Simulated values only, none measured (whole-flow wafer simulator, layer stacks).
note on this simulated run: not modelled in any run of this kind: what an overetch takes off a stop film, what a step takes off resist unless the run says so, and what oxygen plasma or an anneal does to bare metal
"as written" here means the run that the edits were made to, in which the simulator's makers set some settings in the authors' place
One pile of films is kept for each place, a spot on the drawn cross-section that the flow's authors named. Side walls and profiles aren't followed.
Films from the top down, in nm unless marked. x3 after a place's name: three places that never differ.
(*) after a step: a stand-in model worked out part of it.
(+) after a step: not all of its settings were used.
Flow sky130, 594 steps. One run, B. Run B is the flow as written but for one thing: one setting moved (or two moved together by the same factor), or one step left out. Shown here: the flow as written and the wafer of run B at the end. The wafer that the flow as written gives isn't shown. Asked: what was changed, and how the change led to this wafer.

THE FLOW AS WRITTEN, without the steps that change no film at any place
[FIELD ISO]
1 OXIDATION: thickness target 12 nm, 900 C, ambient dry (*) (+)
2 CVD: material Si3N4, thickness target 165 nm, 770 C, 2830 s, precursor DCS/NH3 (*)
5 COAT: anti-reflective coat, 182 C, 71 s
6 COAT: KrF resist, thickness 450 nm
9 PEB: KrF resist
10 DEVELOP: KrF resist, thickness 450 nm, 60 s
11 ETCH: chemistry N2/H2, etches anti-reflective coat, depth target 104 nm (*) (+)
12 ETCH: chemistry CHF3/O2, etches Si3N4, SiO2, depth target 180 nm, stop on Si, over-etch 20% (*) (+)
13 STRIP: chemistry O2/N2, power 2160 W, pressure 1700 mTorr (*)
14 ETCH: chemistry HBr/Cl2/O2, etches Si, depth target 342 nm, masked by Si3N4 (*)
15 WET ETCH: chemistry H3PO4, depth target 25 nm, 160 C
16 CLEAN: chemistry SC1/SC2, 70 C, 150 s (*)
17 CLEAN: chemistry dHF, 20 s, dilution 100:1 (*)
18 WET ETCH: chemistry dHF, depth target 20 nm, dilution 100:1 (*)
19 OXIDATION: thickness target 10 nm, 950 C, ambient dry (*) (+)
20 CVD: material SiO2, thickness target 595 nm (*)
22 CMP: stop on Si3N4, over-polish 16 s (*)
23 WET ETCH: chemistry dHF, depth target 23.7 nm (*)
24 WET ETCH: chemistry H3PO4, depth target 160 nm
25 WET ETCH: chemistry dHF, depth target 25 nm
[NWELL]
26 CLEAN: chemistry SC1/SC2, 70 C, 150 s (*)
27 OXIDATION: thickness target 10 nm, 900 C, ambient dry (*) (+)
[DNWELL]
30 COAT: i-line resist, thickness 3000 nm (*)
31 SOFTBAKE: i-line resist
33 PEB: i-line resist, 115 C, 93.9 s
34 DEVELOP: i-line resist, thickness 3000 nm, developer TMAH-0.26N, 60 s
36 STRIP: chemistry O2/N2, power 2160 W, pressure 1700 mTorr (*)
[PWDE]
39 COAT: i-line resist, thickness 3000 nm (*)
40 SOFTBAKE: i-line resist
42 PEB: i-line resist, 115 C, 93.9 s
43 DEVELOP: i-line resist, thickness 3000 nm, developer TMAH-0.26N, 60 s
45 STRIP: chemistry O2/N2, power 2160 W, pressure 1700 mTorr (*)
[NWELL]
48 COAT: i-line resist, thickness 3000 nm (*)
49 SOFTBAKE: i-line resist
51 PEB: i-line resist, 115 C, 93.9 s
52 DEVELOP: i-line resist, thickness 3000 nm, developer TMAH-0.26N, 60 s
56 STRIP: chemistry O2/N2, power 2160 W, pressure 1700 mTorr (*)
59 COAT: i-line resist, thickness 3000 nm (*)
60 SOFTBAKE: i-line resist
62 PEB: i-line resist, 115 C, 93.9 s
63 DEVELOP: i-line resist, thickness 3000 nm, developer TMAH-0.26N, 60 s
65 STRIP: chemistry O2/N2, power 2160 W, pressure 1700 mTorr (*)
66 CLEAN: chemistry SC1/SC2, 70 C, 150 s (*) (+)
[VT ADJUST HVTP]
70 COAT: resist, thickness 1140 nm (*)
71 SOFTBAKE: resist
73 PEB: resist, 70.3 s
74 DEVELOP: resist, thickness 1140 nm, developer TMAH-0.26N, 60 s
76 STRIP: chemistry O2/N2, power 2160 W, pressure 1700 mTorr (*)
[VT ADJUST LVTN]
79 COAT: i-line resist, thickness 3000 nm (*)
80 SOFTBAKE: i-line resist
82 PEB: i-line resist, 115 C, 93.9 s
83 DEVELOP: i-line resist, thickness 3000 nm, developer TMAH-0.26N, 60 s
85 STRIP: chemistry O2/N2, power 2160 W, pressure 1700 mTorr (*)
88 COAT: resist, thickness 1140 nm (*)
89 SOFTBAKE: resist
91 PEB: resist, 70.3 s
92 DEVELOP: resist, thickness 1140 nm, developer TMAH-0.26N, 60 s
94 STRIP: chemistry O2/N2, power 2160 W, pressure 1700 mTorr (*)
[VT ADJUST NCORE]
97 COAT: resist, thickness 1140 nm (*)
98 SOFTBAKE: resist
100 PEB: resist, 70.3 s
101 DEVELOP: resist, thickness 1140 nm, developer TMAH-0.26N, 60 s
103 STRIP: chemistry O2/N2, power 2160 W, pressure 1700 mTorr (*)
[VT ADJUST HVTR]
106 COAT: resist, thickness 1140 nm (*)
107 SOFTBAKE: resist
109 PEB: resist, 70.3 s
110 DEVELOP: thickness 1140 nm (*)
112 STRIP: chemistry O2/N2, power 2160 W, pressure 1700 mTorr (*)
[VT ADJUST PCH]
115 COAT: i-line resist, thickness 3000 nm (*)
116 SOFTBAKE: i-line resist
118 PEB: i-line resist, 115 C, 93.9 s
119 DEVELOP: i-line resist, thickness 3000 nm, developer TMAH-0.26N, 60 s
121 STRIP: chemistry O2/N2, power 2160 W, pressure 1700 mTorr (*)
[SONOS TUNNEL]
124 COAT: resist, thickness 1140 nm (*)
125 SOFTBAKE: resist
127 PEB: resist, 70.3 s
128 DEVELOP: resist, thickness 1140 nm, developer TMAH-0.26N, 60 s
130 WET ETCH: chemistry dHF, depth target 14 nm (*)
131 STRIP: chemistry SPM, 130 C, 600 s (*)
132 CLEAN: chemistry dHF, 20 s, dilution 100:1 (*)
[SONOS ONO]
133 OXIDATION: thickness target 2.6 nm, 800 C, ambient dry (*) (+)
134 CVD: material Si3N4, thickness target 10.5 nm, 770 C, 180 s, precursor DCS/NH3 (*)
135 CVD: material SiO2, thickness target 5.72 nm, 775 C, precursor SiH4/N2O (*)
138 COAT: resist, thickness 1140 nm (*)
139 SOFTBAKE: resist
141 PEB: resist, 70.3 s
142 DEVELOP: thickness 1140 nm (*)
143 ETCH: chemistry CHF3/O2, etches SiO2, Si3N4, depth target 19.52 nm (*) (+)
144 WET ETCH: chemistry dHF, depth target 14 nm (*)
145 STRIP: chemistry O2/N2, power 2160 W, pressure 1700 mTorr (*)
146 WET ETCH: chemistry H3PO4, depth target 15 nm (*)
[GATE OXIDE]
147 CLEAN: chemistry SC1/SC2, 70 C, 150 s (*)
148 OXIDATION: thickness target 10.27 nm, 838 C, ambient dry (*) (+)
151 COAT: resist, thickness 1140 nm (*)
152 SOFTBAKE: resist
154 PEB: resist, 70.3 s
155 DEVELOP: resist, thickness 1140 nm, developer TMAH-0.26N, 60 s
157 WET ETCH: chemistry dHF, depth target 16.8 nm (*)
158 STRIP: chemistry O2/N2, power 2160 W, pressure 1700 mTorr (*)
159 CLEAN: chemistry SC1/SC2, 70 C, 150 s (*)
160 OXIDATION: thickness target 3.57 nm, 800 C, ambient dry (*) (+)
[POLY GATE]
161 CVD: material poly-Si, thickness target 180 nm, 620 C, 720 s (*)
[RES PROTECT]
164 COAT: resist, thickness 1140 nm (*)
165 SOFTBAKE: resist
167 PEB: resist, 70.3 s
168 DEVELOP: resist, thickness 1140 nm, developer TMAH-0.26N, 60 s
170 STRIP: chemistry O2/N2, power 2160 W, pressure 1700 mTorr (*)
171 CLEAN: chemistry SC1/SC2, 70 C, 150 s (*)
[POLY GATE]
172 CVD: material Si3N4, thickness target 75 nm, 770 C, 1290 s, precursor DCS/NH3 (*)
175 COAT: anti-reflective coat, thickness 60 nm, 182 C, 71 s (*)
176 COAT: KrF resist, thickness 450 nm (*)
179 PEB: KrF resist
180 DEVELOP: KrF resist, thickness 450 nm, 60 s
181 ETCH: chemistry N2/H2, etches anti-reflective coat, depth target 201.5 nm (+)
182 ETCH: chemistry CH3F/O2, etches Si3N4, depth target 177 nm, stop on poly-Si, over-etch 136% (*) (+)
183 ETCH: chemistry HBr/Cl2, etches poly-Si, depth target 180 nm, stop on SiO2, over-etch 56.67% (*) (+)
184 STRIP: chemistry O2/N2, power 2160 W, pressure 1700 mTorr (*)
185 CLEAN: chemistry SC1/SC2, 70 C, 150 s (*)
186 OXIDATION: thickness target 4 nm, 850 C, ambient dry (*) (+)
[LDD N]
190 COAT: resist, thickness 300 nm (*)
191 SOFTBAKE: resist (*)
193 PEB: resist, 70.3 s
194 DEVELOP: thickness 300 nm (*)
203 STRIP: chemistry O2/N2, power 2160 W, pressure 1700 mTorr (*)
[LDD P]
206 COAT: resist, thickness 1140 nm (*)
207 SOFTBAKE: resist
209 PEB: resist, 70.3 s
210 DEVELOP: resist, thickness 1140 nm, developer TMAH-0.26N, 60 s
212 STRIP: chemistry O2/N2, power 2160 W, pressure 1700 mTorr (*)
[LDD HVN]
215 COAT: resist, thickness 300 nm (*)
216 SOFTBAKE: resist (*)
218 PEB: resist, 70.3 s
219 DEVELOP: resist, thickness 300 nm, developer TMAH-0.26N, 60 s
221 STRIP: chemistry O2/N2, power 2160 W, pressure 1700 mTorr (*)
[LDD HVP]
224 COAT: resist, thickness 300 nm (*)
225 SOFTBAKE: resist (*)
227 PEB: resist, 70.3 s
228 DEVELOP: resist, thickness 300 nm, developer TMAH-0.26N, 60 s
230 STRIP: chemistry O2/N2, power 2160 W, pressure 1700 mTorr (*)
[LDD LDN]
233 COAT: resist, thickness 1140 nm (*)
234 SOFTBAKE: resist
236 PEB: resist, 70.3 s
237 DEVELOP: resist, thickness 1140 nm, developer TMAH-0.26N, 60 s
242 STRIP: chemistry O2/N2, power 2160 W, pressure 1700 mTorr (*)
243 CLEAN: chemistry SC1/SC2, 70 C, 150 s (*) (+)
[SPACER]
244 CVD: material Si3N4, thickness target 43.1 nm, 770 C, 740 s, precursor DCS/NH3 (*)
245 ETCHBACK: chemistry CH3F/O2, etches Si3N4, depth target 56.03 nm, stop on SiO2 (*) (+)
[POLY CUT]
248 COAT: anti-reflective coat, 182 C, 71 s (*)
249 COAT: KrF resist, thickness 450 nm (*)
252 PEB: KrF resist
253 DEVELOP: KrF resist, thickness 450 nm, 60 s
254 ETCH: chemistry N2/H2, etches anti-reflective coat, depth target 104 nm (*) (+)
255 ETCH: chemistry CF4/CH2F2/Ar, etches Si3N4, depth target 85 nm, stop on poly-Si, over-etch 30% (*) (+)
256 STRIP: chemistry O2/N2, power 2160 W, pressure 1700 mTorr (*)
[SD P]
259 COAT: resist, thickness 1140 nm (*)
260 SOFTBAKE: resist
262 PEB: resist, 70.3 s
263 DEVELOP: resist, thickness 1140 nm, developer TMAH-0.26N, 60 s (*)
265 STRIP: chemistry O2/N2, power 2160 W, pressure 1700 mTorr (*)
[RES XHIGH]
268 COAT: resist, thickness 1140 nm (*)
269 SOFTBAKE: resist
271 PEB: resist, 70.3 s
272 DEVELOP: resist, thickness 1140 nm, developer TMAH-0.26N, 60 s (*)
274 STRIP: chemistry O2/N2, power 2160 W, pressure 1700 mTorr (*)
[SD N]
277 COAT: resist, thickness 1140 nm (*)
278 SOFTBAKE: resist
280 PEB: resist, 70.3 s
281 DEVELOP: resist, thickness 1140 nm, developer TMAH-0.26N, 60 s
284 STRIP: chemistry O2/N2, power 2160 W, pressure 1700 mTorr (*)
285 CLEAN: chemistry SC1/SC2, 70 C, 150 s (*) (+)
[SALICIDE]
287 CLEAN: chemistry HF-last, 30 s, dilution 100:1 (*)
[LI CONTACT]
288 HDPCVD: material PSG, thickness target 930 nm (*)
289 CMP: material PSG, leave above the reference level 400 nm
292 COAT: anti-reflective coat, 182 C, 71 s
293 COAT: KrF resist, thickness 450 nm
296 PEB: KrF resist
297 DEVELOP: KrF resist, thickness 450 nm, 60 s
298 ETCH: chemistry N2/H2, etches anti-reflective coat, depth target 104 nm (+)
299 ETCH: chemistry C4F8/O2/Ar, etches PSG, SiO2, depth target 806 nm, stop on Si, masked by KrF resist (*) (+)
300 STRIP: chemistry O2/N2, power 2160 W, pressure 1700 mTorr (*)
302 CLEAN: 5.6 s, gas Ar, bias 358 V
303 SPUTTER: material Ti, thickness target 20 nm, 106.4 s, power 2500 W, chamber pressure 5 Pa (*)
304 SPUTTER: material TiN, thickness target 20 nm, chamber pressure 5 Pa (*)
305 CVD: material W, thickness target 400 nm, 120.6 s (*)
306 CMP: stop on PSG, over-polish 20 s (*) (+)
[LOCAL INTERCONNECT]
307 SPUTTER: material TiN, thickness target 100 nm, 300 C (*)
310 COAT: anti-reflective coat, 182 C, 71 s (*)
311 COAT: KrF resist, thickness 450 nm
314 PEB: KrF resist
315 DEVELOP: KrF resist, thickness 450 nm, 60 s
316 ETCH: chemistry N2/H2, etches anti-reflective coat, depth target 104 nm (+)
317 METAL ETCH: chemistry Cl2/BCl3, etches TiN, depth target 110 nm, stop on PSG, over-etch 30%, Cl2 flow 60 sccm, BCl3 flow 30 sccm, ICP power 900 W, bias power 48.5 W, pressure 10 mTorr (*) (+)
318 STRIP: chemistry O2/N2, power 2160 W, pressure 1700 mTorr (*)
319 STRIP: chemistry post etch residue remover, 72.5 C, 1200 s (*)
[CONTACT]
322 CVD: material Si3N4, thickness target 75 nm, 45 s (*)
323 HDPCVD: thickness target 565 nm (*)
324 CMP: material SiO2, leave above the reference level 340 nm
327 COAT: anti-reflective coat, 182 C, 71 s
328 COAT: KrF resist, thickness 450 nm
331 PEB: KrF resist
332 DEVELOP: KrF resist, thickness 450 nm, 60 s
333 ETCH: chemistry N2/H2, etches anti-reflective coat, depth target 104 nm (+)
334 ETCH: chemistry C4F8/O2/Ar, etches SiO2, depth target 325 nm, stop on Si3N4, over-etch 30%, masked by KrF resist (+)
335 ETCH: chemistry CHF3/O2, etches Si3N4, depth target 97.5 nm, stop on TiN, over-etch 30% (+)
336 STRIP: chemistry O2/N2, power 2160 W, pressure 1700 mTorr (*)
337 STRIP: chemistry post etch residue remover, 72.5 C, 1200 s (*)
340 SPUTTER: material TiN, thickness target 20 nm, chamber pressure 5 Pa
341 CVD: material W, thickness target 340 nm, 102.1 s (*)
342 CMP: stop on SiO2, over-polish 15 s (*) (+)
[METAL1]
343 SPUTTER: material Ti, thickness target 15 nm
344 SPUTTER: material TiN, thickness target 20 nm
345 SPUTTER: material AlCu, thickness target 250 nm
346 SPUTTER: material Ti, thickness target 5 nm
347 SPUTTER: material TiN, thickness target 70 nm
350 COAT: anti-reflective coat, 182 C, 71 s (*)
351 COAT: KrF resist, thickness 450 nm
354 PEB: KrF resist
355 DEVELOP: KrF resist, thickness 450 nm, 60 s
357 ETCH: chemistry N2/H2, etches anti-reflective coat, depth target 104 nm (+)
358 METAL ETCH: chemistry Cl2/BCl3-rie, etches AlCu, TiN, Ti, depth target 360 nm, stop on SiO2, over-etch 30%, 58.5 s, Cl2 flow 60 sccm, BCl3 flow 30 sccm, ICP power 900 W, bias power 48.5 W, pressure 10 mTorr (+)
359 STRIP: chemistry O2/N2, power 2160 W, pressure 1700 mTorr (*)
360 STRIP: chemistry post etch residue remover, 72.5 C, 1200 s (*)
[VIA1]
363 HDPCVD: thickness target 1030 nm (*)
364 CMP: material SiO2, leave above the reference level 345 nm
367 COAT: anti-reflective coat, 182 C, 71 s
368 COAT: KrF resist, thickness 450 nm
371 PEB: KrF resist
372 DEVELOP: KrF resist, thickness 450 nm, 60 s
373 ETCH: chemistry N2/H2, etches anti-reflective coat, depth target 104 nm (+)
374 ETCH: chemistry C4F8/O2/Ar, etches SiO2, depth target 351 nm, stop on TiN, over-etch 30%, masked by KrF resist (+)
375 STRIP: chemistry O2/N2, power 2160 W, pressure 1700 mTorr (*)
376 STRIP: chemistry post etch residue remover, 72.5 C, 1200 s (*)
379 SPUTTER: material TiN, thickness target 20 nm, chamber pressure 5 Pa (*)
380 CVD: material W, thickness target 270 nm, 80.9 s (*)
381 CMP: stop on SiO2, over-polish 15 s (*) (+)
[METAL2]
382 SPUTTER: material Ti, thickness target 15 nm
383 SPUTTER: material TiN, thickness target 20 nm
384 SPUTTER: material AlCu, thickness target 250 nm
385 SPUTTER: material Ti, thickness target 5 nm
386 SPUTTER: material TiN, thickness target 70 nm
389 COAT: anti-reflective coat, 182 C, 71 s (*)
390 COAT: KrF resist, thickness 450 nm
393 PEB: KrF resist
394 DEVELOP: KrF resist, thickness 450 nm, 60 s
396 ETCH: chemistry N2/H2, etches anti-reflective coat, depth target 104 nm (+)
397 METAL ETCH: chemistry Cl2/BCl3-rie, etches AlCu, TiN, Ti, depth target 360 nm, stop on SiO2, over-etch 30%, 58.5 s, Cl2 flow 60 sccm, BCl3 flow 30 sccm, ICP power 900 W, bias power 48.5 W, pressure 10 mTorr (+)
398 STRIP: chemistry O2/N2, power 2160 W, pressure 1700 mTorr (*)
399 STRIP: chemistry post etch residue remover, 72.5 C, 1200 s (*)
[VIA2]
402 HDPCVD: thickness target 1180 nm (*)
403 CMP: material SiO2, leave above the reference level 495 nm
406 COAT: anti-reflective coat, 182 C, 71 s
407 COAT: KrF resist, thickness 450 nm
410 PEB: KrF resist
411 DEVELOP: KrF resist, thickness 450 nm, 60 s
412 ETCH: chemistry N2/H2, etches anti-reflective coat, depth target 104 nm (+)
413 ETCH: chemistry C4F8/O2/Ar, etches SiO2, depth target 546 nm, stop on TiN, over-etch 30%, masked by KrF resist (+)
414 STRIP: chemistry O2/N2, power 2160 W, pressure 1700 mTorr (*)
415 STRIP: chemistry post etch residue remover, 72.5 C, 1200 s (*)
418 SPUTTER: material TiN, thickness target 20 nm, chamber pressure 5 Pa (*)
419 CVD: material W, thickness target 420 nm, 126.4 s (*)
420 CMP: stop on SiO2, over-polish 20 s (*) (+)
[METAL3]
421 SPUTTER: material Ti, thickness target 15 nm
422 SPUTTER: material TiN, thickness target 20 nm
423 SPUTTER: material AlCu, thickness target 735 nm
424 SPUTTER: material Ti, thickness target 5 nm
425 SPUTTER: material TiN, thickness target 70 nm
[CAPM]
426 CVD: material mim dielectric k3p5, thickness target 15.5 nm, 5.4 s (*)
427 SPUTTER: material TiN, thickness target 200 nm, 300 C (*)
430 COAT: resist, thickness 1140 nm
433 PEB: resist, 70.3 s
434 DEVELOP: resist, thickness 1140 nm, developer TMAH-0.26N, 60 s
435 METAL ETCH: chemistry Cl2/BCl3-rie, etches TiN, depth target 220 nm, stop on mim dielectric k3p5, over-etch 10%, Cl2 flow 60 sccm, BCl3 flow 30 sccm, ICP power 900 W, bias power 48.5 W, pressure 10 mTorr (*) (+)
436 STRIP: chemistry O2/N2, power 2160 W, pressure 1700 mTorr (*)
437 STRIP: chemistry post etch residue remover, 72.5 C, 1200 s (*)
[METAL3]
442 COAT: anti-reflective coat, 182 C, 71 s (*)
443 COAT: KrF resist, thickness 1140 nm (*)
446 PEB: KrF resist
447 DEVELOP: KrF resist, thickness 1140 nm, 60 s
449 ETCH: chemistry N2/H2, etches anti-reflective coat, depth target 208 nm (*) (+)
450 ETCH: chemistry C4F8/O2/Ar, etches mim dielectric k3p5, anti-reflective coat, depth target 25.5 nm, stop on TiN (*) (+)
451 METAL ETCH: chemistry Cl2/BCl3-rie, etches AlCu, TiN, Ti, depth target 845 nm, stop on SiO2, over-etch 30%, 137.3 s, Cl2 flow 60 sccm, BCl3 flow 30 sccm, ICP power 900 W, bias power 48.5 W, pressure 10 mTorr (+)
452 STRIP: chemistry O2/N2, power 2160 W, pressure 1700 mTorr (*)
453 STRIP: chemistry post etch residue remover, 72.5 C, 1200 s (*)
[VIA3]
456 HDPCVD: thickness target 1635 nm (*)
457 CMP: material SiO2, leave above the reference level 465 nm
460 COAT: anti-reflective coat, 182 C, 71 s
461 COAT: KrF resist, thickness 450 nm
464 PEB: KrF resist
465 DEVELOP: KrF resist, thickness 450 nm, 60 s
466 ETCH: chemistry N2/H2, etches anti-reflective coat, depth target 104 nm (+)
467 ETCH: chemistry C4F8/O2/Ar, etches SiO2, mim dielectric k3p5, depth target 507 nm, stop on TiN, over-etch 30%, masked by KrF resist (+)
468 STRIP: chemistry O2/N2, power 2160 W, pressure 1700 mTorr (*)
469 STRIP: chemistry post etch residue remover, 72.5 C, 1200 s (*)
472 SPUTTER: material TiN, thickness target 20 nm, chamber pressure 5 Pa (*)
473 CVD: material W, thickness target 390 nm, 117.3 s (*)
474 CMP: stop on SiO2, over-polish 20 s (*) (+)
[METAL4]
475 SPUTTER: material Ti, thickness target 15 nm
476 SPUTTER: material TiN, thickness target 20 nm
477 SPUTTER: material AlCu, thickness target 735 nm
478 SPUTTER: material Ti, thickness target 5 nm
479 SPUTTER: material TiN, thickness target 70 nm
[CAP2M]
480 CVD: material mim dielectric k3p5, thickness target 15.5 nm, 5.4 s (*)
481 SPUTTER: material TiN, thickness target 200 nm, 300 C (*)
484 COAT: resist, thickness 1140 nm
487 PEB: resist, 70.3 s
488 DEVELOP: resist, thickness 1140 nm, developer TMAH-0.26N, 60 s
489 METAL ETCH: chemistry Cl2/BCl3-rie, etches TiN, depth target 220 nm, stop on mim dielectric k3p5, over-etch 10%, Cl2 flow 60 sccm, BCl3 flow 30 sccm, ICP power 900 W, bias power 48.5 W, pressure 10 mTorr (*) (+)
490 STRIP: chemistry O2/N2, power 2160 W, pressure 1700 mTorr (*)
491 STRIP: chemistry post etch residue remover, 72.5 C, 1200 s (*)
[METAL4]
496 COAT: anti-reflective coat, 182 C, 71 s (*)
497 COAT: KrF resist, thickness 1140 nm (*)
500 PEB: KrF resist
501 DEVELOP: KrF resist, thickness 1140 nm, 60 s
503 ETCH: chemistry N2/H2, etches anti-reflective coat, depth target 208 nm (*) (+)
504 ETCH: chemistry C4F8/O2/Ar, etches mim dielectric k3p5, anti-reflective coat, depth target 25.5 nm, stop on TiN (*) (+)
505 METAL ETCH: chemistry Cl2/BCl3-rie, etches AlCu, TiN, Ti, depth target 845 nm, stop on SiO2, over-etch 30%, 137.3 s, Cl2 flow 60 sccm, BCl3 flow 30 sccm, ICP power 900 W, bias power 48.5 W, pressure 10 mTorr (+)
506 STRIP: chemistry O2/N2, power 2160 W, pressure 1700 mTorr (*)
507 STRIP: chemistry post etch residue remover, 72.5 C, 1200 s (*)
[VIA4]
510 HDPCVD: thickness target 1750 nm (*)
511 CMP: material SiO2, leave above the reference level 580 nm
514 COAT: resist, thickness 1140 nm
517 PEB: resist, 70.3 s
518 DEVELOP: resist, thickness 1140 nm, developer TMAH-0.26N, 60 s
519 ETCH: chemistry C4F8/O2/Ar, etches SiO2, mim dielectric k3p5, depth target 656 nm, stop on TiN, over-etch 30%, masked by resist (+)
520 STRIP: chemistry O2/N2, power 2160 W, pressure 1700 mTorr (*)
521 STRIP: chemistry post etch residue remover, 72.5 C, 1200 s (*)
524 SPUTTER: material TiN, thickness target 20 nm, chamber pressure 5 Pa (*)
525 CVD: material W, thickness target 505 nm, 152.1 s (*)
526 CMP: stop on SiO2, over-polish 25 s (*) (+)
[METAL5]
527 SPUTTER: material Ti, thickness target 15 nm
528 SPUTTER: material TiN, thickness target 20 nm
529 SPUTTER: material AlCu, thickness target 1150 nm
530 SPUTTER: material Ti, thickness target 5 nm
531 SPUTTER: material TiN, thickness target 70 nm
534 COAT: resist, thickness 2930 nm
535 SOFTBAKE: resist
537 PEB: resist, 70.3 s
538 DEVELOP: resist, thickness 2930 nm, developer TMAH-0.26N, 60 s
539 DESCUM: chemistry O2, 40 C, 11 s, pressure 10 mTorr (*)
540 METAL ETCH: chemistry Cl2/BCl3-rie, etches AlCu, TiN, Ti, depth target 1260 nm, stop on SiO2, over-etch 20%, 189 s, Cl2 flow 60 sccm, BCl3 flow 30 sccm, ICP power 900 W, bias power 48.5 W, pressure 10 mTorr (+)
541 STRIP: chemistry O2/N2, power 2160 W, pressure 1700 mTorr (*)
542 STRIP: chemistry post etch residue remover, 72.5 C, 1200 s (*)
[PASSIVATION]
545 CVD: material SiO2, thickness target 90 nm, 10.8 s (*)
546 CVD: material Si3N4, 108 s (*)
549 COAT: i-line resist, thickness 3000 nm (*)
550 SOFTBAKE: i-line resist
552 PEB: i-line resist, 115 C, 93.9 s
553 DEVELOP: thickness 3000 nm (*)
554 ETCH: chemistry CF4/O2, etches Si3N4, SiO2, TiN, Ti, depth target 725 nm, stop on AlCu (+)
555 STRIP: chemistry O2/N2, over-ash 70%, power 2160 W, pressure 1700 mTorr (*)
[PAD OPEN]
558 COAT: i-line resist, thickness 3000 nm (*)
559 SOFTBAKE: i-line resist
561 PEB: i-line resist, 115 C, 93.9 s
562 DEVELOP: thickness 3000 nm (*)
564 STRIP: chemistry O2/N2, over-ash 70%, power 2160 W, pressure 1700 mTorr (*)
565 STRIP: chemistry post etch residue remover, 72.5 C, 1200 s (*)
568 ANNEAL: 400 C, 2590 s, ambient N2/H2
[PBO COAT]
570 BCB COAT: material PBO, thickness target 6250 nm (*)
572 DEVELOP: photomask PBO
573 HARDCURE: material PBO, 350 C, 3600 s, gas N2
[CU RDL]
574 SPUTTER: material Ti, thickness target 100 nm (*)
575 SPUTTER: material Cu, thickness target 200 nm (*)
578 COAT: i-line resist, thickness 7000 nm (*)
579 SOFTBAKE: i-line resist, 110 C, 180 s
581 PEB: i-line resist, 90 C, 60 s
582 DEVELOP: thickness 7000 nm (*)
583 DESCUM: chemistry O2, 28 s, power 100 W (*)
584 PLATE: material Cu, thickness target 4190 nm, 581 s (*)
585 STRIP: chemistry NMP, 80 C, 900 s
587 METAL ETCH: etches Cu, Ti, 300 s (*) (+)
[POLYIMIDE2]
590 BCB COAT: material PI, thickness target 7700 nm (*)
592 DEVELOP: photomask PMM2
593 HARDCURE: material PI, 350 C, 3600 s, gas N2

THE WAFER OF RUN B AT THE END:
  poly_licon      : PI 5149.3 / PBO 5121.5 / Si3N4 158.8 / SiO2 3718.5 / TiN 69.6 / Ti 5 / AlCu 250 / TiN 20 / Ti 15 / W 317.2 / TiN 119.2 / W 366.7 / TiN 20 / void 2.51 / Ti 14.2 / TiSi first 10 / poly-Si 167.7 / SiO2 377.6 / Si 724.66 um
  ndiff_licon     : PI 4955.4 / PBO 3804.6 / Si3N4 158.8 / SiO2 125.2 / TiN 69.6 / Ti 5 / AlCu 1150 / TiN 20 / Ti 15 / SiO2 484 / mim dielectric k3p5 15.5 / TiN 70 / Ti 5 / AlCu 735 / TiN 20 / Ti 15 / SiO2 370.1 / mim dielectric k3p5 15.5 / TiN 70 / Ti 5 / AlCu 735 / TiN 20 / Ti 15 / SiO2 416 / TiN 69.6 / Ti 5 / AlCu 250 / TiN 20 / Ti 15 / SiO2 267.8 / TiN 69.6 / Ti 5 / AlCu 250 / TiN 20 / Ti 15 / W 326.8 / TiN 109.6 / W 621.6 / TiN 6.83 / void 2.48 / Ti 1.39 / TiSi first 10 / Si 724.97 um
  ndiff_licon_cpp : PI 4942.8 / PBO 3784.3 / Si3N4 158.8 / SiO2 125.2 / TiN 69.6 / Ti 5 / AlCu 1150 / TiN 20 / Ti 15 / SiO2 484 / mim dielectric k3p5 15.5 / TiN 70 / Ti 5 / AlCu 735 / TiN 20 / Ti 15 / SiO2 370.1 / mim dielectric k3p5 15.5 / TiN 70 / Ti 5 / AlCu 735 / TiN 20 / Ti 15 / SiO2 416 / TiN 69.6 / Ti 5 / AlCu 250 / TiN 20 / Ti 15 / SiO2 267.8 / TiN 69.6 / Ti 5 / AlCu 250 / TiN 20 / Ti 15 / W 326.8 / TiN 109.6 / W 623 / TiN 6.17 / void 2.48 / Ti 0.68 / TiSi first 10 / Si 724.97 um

The cause: step 593, HARDCURE: 402 C was run, where the flow has 350 C.

How the change led to this, step by step:
  593 HARDCURE: material PI, 350 C, 3600 s, gas N2
      poly_licon, rpo_hd_licon: PI -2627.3, void +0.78, Ti -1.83, TiSi first +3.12, poly-Si -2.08 (as written it would be: PI -2627.3, void +0.07, Ti -0.17, TiSi first +0.28, poly-Si -0.19)
      ndiff_licon: PI -2692.9, void +0.77, Ti -1.83, TiSi first +3.12, Si -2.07 (as written it would be: PI -2692.9, void +0.07, Ti -0.17, TiSi first +0.28, Si -0.19)
      (and at 1 more place)
